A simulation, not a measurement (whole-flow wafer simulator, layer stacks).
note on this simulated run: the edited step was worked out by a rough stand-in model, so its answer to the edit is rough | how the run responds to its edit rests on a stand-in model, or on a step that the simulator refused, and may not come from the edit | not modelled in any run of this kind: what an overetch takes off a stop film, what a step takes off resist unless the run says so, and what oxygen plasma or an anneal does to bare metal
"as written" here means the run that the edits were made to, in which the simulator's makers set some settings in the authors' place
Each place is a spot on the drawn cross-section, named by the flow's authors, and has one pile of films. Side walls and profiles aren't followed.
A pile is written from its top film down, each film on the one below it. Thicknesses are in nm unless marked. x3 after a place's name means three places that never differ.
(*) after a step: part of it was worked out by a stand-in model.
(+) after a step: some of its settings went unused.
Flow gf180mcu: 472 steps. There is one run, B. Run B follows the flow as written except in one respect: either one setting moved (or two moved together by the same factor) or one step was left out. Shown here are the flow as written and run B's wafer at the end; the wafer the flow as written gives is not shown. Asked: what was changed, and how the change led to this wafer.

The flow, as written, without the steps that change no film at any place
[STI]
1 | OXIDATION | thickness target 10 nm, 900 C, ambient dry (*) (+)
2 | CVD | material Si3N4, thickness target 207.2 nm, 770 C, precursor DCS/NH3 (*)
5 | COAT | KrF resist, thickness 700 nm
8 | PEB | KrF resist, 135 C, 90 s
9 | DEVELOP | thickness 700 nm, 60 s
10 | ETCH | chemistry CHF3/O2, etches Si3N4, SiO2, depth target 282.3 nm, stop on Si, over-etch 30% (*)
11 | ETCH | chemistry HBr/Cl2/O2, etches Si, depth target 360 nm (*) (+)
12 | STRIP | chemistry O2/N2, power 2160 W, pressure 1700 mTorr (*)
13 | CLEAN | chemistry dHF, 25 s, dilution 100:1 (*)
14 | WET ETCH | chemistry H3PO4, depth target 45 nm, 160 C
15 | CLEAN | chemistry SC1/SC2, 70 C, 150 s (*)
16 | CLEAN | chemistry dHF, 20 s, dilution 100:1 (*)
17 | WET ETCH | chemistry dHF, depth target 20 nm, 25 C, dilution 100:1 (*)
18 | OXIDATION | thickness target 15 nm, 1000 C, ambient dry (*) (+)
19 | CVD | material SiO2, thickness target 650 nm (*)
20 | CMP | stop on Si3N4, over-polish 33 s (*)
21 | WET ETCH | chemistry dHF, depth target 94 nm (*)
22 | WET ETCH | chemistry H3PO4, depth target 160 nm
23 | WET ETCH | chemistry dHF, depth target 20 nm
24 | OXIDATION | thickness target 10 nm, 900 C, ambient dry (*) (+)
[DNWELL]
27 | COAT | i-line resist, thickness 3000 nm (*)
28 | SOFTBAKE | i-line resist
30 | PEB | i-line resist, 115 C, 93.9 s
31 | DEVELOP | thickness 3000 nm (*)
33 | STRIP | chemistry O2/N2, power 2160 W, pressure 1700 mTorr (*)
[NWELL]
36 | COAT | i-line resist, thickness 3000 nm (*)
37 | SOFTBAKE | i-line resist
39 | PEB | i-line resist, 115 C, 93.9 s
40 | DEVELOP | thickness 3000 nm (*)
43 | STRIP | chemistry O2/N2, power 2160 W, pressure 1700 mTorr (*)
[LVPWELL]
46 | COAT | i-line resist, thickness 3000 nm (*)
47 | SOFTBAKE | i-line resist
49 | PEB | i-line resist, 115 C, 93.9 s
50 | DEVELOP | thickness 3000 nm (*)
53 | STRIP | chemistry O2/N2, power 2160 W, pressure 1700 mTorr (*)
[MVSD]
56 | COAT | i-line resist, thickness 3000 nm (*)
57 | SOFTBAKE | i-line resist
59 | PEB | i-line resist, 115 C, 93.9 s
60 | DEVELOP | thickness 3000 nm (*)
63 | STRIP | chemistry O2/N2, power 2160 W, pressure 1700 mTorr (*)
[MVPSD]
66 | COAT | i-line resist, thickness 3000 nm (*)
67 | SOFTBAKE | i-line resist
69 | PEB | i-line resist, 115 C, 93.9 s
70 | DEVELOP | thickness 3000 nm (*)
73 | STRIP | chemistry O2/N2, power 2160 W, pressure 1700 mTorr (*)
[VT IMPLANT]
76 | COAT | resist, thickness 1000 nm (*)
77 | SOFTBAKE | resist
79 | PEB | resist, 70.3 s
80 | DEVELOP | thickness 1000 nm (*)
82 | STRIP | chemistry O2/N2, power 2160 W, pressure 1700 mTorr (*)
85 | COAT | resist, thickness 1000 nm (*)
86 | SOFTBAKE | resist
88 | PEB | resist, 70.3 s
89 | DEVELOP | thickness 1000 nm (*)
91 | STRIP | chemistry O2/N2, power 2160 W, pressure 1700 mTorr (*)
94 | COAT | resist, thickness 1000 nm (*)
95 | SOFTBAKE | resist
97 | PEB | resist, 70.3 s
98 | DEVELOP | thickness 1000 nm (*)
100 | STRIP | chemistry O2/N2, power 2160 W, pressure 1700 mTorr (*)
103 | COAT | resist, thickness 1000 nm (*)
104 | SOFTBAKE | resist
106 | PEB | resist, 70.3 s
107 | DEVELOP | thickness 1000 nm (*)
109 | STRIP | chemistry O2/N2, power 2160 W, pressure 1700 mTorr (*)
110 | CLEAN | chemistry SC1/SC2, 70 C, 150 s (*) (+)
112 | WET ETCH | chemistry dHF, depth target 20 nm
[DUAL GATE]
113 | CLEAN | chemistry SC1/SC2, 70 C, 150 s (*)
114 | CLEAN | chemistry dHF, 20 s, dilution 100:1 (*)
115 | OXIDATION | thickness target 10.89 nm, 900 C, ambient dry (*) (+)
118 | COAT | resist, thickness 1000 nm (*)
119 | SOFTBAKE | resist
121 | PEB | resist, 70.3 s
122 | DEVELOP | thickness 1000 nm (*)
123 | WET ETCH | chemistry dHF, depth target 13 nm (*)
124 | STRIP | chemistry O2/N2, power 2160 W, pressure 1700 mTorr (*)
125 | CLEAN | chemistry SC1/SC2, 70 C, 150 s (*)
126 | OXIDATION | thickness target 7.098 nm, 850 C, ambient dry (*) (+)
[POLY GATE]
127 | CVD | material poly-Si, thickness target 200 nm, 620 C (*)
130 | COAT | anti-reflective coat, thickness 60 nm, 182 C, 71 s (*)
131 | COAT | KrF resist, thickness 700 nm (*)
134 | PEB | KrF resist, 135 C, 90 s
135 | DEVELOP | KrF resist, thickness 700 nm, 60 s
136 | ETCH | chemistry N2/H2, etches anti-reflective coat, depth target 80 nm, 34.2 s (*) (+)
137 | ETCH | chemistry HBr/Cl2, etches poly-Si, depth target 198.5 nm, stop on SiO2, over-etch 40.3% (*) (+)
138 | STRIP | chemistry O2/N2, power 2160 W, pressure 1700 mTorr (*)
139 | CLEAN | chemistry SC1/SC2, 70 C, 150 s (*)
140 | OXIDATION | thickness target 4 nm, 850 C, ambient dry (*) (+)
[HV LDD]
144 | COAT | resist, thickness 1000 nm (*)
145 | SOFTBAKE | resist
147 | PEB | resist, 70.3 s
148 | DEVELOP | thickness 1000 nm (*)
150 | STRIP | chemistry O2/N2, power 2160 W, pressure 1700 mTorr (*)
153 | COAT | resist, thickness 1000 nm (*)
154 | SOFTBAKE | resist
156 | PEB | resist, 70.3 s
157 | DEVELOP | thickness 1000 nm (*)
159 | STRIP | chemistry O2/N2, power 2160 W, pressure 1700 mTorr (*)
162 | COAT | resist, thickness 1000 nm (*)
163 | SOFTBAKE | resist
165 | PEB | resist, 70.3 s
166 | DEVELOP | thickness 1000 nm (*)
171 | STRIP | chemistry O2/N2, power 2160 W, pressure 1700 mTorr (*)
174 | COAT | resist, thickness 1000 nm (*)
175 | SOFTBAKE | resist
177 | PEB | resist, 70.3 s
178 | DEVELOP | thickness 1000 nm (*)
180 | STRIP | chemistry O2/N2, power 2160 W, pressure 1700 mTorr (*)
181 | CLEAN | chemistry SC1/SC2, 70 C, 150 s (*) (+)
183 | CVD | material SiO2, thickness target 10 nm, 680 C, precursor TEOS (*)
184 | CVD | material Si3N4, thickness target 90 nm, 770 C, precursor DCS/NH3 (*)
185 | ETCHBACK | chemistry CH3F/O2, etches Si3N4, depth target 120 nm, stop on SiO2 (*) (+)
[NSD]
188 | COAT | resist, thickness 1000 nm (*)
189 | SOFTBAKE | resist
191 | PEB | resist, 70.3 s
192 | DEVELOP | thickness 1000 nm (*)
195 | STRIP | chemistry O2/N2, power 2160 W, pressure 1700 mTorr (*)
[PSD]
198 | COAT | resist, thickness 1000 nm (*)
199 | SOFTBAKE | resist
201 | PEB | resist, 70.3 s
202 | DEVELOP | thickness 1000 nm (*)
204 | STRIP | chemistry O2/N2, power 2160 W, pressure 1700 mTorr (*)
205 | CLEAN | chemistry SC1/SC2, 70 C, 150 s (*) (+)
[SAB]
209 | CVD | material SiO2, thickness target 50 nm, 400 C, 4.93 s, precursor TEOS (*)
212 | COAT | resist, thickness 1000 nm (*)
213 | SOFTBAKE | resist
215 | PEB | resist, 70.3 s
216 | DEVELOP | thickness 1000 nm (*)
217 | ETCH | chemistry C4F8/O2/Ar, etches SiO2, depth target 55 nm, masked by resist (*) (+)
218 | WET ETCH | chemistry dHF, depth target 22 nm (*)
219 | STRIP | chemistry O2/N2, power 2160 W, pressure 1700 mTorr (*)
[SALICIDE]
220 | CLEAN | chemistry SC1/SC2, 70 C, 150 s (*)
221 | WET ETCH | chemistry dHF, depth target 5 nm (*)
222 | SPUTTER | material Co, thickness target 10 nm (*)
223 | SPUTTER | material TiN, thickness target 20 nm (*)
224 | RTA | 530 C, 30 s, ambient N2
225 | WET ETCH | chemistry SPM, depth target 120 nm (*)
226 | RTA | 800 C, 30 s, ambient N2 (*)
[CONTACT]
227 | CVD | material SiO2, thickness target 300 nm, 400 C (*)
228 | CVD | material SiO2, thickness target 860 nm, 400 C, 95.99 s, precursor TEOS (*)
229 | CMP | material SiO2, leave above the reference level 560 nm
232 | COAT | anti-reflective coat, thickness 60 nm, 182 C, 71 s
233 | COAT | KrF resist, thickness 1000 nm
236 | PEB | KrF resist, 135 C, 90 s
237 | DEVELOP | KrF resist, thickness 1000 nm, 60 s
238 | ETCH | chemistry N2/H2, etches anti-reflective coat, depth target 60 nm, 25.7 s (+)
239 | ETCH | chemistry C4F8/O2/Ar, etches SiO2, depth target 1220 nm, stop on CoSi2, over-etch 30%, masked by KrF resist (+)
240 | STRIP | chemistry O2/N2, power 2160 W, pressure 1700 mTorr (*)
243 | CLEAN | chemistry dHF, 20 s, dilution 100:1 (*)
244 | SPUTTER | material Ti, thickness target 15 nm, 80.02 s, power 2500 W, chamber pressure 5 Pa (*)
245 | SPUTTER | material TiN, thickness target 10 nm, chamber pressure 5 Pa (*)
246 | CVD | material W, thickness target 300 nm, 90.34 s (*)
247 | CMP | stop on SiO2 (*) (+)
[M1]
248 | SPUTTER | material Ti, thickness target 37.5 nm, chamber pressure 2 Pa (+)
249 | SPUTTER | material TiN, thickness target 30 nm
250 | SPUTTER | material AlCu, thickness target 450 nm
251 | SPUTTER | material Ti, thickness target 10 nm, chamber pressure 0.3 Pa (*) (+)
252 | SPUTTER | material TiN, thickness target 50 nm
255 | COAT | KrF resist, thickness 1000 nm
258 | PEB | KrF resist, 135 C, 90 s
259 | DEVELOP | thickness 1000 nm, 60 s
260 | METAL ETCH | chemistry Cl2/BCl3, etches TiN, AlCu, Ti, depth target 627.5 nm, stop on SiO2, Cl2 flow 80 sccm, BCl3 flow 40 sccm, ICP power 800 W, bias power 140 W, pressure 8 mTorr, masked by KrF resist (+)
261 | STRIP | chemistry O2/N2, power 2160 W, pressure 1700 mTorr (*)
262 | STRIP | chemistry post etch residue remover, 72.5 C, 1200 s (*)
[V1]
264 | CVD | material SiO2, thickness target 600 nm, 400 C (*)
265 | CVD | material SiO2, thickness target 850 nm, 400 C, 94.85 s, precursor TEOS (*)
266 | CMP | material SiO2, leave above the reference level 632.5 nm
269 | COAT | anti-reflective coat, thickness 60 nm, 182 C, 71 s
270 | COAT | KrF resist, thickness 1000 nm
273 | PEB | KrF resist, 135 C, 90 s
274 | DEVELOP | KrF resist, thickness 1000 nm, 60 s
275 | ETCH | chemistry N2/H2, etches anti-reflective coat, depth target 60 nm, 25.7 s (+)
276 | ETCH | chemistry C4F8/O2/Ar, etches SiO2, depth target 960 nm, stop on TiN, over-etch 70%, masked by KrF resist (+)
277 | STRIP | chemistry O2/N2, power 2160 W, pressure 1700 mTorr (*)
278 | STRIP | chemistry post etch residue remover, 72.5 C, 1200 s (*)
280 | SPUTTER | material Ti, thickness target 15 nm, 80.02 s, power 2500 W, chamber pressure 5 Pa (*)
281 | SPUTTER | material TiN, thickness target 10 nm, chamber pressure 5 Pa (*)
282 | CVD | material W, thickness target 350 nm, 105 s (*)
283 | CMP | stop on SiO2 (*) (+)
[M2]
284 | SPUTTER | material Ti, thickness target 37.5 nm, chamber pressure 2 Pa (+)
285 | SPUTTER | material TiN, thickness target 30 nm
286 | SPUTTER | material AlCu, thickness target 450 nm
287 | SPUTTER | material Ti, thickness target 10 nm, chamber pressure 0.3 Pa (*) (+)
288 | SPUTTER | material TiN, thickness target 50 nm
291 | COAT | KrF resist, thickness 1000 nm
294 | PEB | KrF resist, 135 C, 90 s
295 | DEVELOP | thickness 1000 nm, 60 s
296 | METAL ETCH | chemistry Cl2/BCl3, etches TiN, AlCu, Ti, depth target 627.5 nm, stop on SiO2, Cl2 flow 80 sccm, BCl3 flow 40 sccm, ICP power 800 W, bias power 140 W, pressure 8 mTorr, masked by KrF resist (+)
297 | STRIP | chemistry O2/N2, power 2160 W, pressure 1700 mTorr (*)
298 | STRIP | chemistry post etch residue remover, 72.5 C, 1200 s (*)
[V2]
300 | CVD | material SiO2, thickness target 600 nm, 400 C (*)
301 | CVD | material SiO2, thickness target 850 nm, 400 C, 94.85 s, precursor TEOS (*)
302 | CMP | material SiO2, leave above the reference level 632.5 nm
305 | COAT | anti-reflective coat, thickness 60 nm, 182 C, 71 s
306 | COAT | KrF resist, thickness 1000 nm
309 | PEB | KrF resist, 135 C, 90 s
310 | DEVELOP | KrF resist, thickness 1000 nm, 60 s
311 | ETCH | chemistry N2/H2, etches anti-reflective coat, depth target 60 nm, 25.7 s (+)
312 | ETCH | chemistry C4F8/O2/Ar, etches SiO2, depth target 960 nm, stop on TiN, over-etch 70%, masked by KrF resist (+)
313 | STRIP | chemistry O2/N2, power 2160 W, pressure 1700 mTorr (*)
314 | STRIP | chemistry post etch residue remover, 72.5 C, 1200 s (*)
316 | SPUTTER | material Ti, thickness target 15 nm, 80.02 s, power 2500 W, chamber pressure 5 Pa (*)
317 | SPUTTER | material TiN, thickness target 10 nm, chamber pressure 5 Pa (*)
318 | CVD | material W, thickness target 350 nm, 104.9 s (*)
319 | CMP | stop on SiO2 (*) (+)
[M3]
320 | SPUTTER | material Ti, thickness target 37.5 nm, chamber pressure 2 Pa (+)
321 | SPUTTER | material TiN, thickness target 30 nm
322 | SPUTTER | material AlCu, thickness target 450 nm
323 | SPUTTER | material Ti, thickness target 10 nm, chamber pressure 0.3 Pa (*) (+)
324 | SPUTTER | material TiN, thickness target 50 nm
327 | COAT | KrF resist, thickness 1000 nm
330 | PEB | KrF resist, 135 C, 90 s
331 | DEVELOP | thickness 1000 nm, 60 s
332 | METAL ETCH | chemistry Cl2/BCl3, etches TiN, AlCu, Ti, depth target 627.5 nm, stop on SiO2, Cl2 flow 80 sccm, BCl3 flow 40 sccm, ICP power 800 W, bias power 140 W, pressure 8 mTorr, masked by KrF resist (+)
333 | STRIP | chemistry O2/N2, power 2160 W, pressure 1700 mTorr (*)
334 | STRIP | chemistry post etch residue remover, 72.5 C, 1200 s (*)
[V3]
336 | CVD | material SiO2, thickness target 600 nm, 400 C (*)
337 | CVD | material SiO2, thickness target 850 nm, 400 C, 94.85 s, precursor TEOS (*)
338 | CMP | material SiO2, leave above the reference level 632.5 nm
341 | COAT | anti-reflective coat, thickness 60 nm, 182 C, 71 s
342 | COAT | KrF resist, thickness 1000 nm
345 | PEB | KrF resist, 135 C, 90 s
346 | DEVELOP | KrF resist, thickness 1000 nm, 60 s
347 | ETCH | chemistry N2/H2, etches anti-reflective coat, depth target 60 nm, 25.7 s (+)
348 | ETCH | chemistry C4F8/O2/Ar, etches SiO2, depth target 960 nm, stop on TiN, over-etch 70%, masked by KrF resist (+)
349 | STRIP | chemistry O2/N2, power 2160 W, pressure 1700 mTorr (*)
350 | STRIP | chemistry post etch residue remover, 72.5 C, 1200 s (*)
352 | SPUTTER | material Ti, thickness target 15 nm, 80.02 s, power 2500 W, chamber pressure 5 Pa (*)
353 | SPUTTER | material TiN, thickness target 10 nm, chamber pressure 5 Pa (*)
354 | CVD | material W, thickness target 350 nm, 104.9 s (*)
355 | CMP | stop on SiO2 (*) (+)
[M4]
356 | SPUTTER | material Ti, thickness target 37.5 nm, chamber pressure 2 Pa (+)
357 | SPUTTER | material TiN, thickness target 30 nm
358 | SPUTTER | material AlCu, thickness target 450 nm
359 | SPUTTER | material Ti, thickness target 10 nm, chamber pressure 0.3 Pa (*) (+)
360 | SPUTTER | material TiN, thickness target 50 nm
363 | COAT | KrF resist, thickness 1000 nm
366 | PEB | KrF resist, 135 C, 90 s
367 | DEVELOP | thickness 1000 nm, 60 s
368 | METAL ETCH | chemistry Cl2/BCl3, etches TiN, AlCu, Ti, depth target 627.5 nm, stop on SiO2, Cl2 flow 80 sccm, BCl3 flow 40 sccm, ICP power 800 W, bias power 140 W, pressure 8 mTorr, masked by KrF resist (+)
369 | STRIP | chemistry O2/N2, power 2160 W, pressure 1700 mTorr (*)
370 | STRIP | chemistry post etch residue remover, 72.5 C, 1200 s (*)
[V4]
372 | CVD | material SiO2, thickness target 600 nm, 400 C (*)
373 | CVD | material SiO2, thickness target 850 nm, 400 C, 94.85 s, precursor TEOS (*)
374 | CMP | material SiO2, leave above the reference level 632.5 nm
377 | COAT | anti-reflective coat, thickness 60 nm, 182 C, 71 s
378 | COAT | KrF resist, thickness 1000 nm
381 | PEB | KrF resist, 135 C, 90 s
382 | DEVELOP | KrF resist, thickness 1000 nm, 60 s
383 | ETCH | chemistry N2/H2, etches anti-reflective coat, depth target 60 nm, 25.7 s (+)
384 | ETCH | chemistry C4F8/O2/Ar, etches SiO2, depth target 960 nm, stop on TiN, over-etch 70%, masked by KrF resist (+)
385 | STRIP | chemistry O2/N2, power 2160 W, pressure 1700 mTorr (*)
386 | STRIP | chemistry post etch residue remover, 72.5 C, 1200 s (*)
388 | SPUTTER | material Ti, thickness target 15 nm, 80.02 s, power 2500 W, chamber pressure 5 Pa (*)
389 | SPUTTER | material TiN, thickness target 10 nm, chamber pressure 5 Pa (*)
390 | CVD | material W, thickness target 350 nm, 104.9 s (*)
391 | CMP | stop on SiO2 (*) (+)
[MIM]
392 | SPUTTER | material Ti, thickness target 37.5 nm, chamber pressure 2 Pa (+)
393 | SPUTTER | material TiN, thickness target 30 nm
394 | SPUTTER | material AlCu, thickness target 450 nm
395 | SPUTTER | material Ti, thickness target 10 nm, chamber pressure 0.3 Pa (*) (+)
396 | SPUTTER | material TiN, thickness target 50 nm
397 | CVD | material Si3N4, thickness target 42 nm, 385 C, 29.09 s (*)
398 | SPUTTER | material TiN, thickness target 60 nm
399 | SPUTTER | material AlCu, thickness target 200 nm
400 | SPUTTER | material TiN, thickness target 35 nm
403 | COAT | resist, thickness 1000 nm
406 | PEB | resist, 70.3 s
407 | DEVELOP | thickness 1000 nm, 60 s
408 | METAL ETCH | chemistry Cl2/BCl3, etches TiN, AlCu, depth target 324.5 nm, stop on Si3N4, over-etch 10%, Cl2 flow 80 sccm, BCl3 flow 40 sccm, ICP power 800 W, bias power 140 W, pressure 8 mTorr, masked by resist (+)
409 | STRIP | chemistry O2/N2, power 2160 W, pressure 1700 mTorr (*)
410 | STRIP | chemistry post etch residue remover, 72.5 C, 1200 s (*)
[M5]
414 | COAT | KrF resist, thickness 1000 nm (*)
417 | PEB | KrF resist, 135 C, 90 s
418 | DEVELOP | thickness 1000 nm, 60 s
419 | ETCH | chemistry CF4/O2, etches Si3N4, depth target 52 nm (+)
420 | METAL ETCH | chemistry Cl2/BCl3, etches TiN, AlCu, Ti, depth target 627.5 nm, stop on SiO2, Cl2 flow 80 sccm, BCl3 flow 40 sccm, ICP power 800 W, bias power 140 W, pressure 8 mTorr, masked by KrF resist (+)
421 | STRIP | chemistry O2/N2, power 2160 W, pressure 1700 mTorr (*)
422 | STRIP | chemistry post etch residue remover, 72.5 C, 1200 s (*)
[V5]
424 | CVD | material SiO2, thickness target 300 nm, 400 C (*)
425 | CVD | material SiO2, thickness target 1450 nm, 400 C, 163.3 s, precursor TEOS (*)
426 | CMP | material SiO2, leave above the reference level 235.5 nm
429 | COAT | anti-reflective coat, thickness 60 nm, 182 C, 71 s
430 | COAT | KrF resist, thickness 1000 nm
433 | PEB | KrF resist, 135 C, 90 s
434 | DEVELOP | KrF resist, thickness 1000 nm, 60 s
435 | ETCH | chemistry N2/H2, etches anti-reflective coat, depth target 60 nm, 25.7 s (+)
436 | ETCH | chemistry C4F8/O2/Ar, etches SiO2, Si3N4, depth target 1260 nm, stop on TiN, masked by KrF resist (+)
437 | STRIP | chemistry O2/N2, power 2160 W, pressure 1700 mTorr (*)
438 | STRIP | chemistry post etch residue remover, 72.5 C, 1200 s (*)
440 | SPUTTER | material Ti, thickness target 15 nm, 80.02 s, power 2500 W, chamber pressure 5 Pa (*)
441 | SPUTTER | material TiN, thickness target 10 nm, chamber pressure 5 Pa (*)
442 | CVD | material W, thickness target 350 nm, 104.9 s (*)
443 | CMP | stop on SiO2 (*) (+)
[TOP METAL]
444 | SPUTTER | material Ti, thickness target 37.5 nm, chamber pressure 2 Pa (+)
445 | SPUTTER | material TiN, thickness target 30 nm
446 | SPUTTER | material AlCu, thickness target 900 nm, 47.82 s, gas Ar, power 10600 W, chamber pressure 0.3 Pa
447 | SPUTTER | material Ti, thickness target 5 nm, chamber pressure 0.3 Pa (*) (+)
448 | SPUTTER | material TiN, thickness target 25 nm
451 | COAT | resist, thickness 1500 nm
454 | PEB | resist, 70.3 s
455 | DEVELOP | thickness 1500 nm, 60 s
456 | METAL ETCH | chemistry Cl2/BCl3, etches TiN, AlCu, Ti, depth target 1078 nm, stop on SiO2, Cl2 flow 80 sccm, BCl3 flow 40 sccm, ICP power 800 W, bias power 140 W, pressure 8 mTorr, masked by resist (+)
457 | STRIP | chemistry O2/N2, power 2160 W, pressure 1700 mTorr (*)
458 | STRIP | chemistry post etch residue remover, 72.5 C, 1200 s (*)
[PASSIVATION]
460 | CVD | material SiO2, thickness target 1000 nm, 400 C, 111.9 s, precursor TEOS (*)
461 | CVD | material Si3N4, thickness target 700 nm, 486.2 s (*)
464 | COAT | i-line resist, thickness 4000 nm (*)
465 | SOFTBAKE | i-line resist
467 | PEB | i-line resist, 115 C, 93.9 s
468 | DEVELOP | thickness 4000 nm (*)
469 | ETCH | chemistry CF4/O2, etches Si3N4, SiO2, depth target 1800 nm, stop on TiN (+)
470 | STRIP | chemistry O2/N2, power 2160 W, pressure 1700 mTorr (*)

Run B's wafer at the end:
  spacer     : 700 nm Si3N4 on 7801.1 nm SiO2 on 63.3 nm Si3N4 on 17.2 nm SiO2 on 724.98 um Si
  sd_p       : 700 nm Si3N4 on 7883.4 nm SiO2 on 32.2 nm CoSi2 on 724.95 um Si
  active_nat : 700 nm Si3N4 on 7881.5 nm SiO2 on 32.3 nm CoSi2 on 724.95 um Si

The reason: step 184, CVD: thickness target 67.5 nm was run, though the flow has thickness target 90 nm.

Step by step, how the change led to this:
  184 | CVD | material Si3N4, thickness target 90 nm, 770 C, precursor DCS/NH3 (*)
      field, field__w1, field__w2 and 101 more: +67.5 Si3N4 (new film) (in the flow as written it would be: +90 Si3N4 (new film))
  185 | ETCHBACK | chemistry CH3F/O2, etches Si3N4, depth target 120 nm, stop on SiO2 (*) (+)
      field, field__w1, field__w2 and 98 more: -67.5 Si3N4 (all of it), -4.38 SiO2 (in the flow as written it would be: -90 Si3N4 (all of it), -2.5 SiO2)
      p_well, sd_n: -67.5 Si3N4 (all of it), -4.37 SiO2 (in the flow as written it would be: -90 Si3N4 (all of it), -2.5 SiO2)
  188 | COAT | resist, thickness 1000 nm (*)
      spacer: +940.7 resist (new film) (in the flow as written it would be: +920.2 resist (new film))
  189 | SOFTBAKE | resist
      field: -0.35 resist (in the flow as written it would be: +3.56 resist)
      nw_enc_fld: +1 resist (in the flow as written it would be: +2.84 resist)
      (and at 1 other place as well)
  192 | DEVELOP | thickness 1000 nm (*)
      spacer: -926 resist (all of it) (in the flow as written it would be: -905.9 resist (all of it))
  195 | STRIP | chemistry O2/N2, power 2160 W, pressure 1700 mTorr (*)
      field: -1006.1 resist (all of it) (in the flow as written it would be: -1026.7 resist (all of it))
  198 | COAT | resist, thickness 1000 nm (*)
      spacer: +940.7 resist (new film) (in the flow as written it would be: +920.2 resist (new film))
  199 | SOFTBAKE | resist
      field: -0.35 resist (in the flow as written it would be: +3.56 resist)
      nw_enc_fld: +1.96 resist (in the flow as written it would be: +4.22 resist)
      (and at 1 other place as well)
  204 | STRIP | chemistry O2/N2, power 2160 W, pressure 1700 mTorr (*)
      field: -1006.1 resist (all of it) (in the flow as written it would be: -1026.7 resist (all of it))
      spacer: -926 resist (all of it) (in the flow as written it would be: -905.9 resist (all of it))
  212 | COAT | resist, thickness 1000 nm (*)
      spacer: +939.8 resist (new film) (in the flow as written it would be: +919.4 resist (new film))
  213 | SOFTBAKE | resist
      field__w5: +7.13 resist (in the flow as written it would be: +7.65 resist)
  216 | DEVELOP | thickness 1000 nm (*)
      spacer: -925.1 resist (all of it) (in the flow as written it would be: -905.1 resist (all of it))
  218 | WET ETCH | chemistry dHF, depth target 22 nm (*)
      gate, gate_hv, gate_p and 23 more: -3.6 SiO2 (all of it) (in the flow as written it would be: -5.48 SiO2 (all of it))
      active, p_well, sd_n, iso_ptap_pw, iso_ntap_nw, iso_ptap_sub, vpnp_e: -7.14 SiO2 (all of it) (in the flow as written it would be: -9.01 SiO2 (all of it))
      (and at 16 other places as well)
  222 | SPUTTER | material Co, thickness target 10 nm (*)
      field__w2: +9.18 Co (new film) (in the flow as written it would be: +8.65 Co (new film))
      field__w3: +8.74 Co (new film) (in the flow as written it would be: +8.06 Co (new film))
      (and at 1 other place as well)
  223 | SPUTTER | material TiN, thickness target 20 nm (*)
      field__w2: +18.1 TiN (new film) (in the flow as written it would be: +17 TiN (new film))
      field__w3: +17.2 TiN (new film) (in the flow as written it would be: +15.7 TiN (new film))
      (and at 6 other places as well)
  224 | RTA | 530 C, 30 s, ambient N2
      ld_sd_n: under 1 film: +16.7 CoSi (new film), -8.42 Co (all of it), -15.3 Si (in the flow as written it would be: under 1 film: +16.1 CoSi (new film), -8.09 Co (all of it), -14.7 Si)
      ld_drn_n: under 1 film: +18.6 CoSi (new film), -9.35 Co (all of it), -16.9 Si (in the flow as written it would be: under 1 film: +17.9 CoSi (new film), -9.02 Co (all of it), -16.4 Si)
      (and at 1 other place as well)
  ... 2 other steps ...
  229 | CMP | material SiO2, leave above the reference level 560 nm
      spacer: -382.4 SiO2 (in the flow as written it would be: -404.9 SiO2)
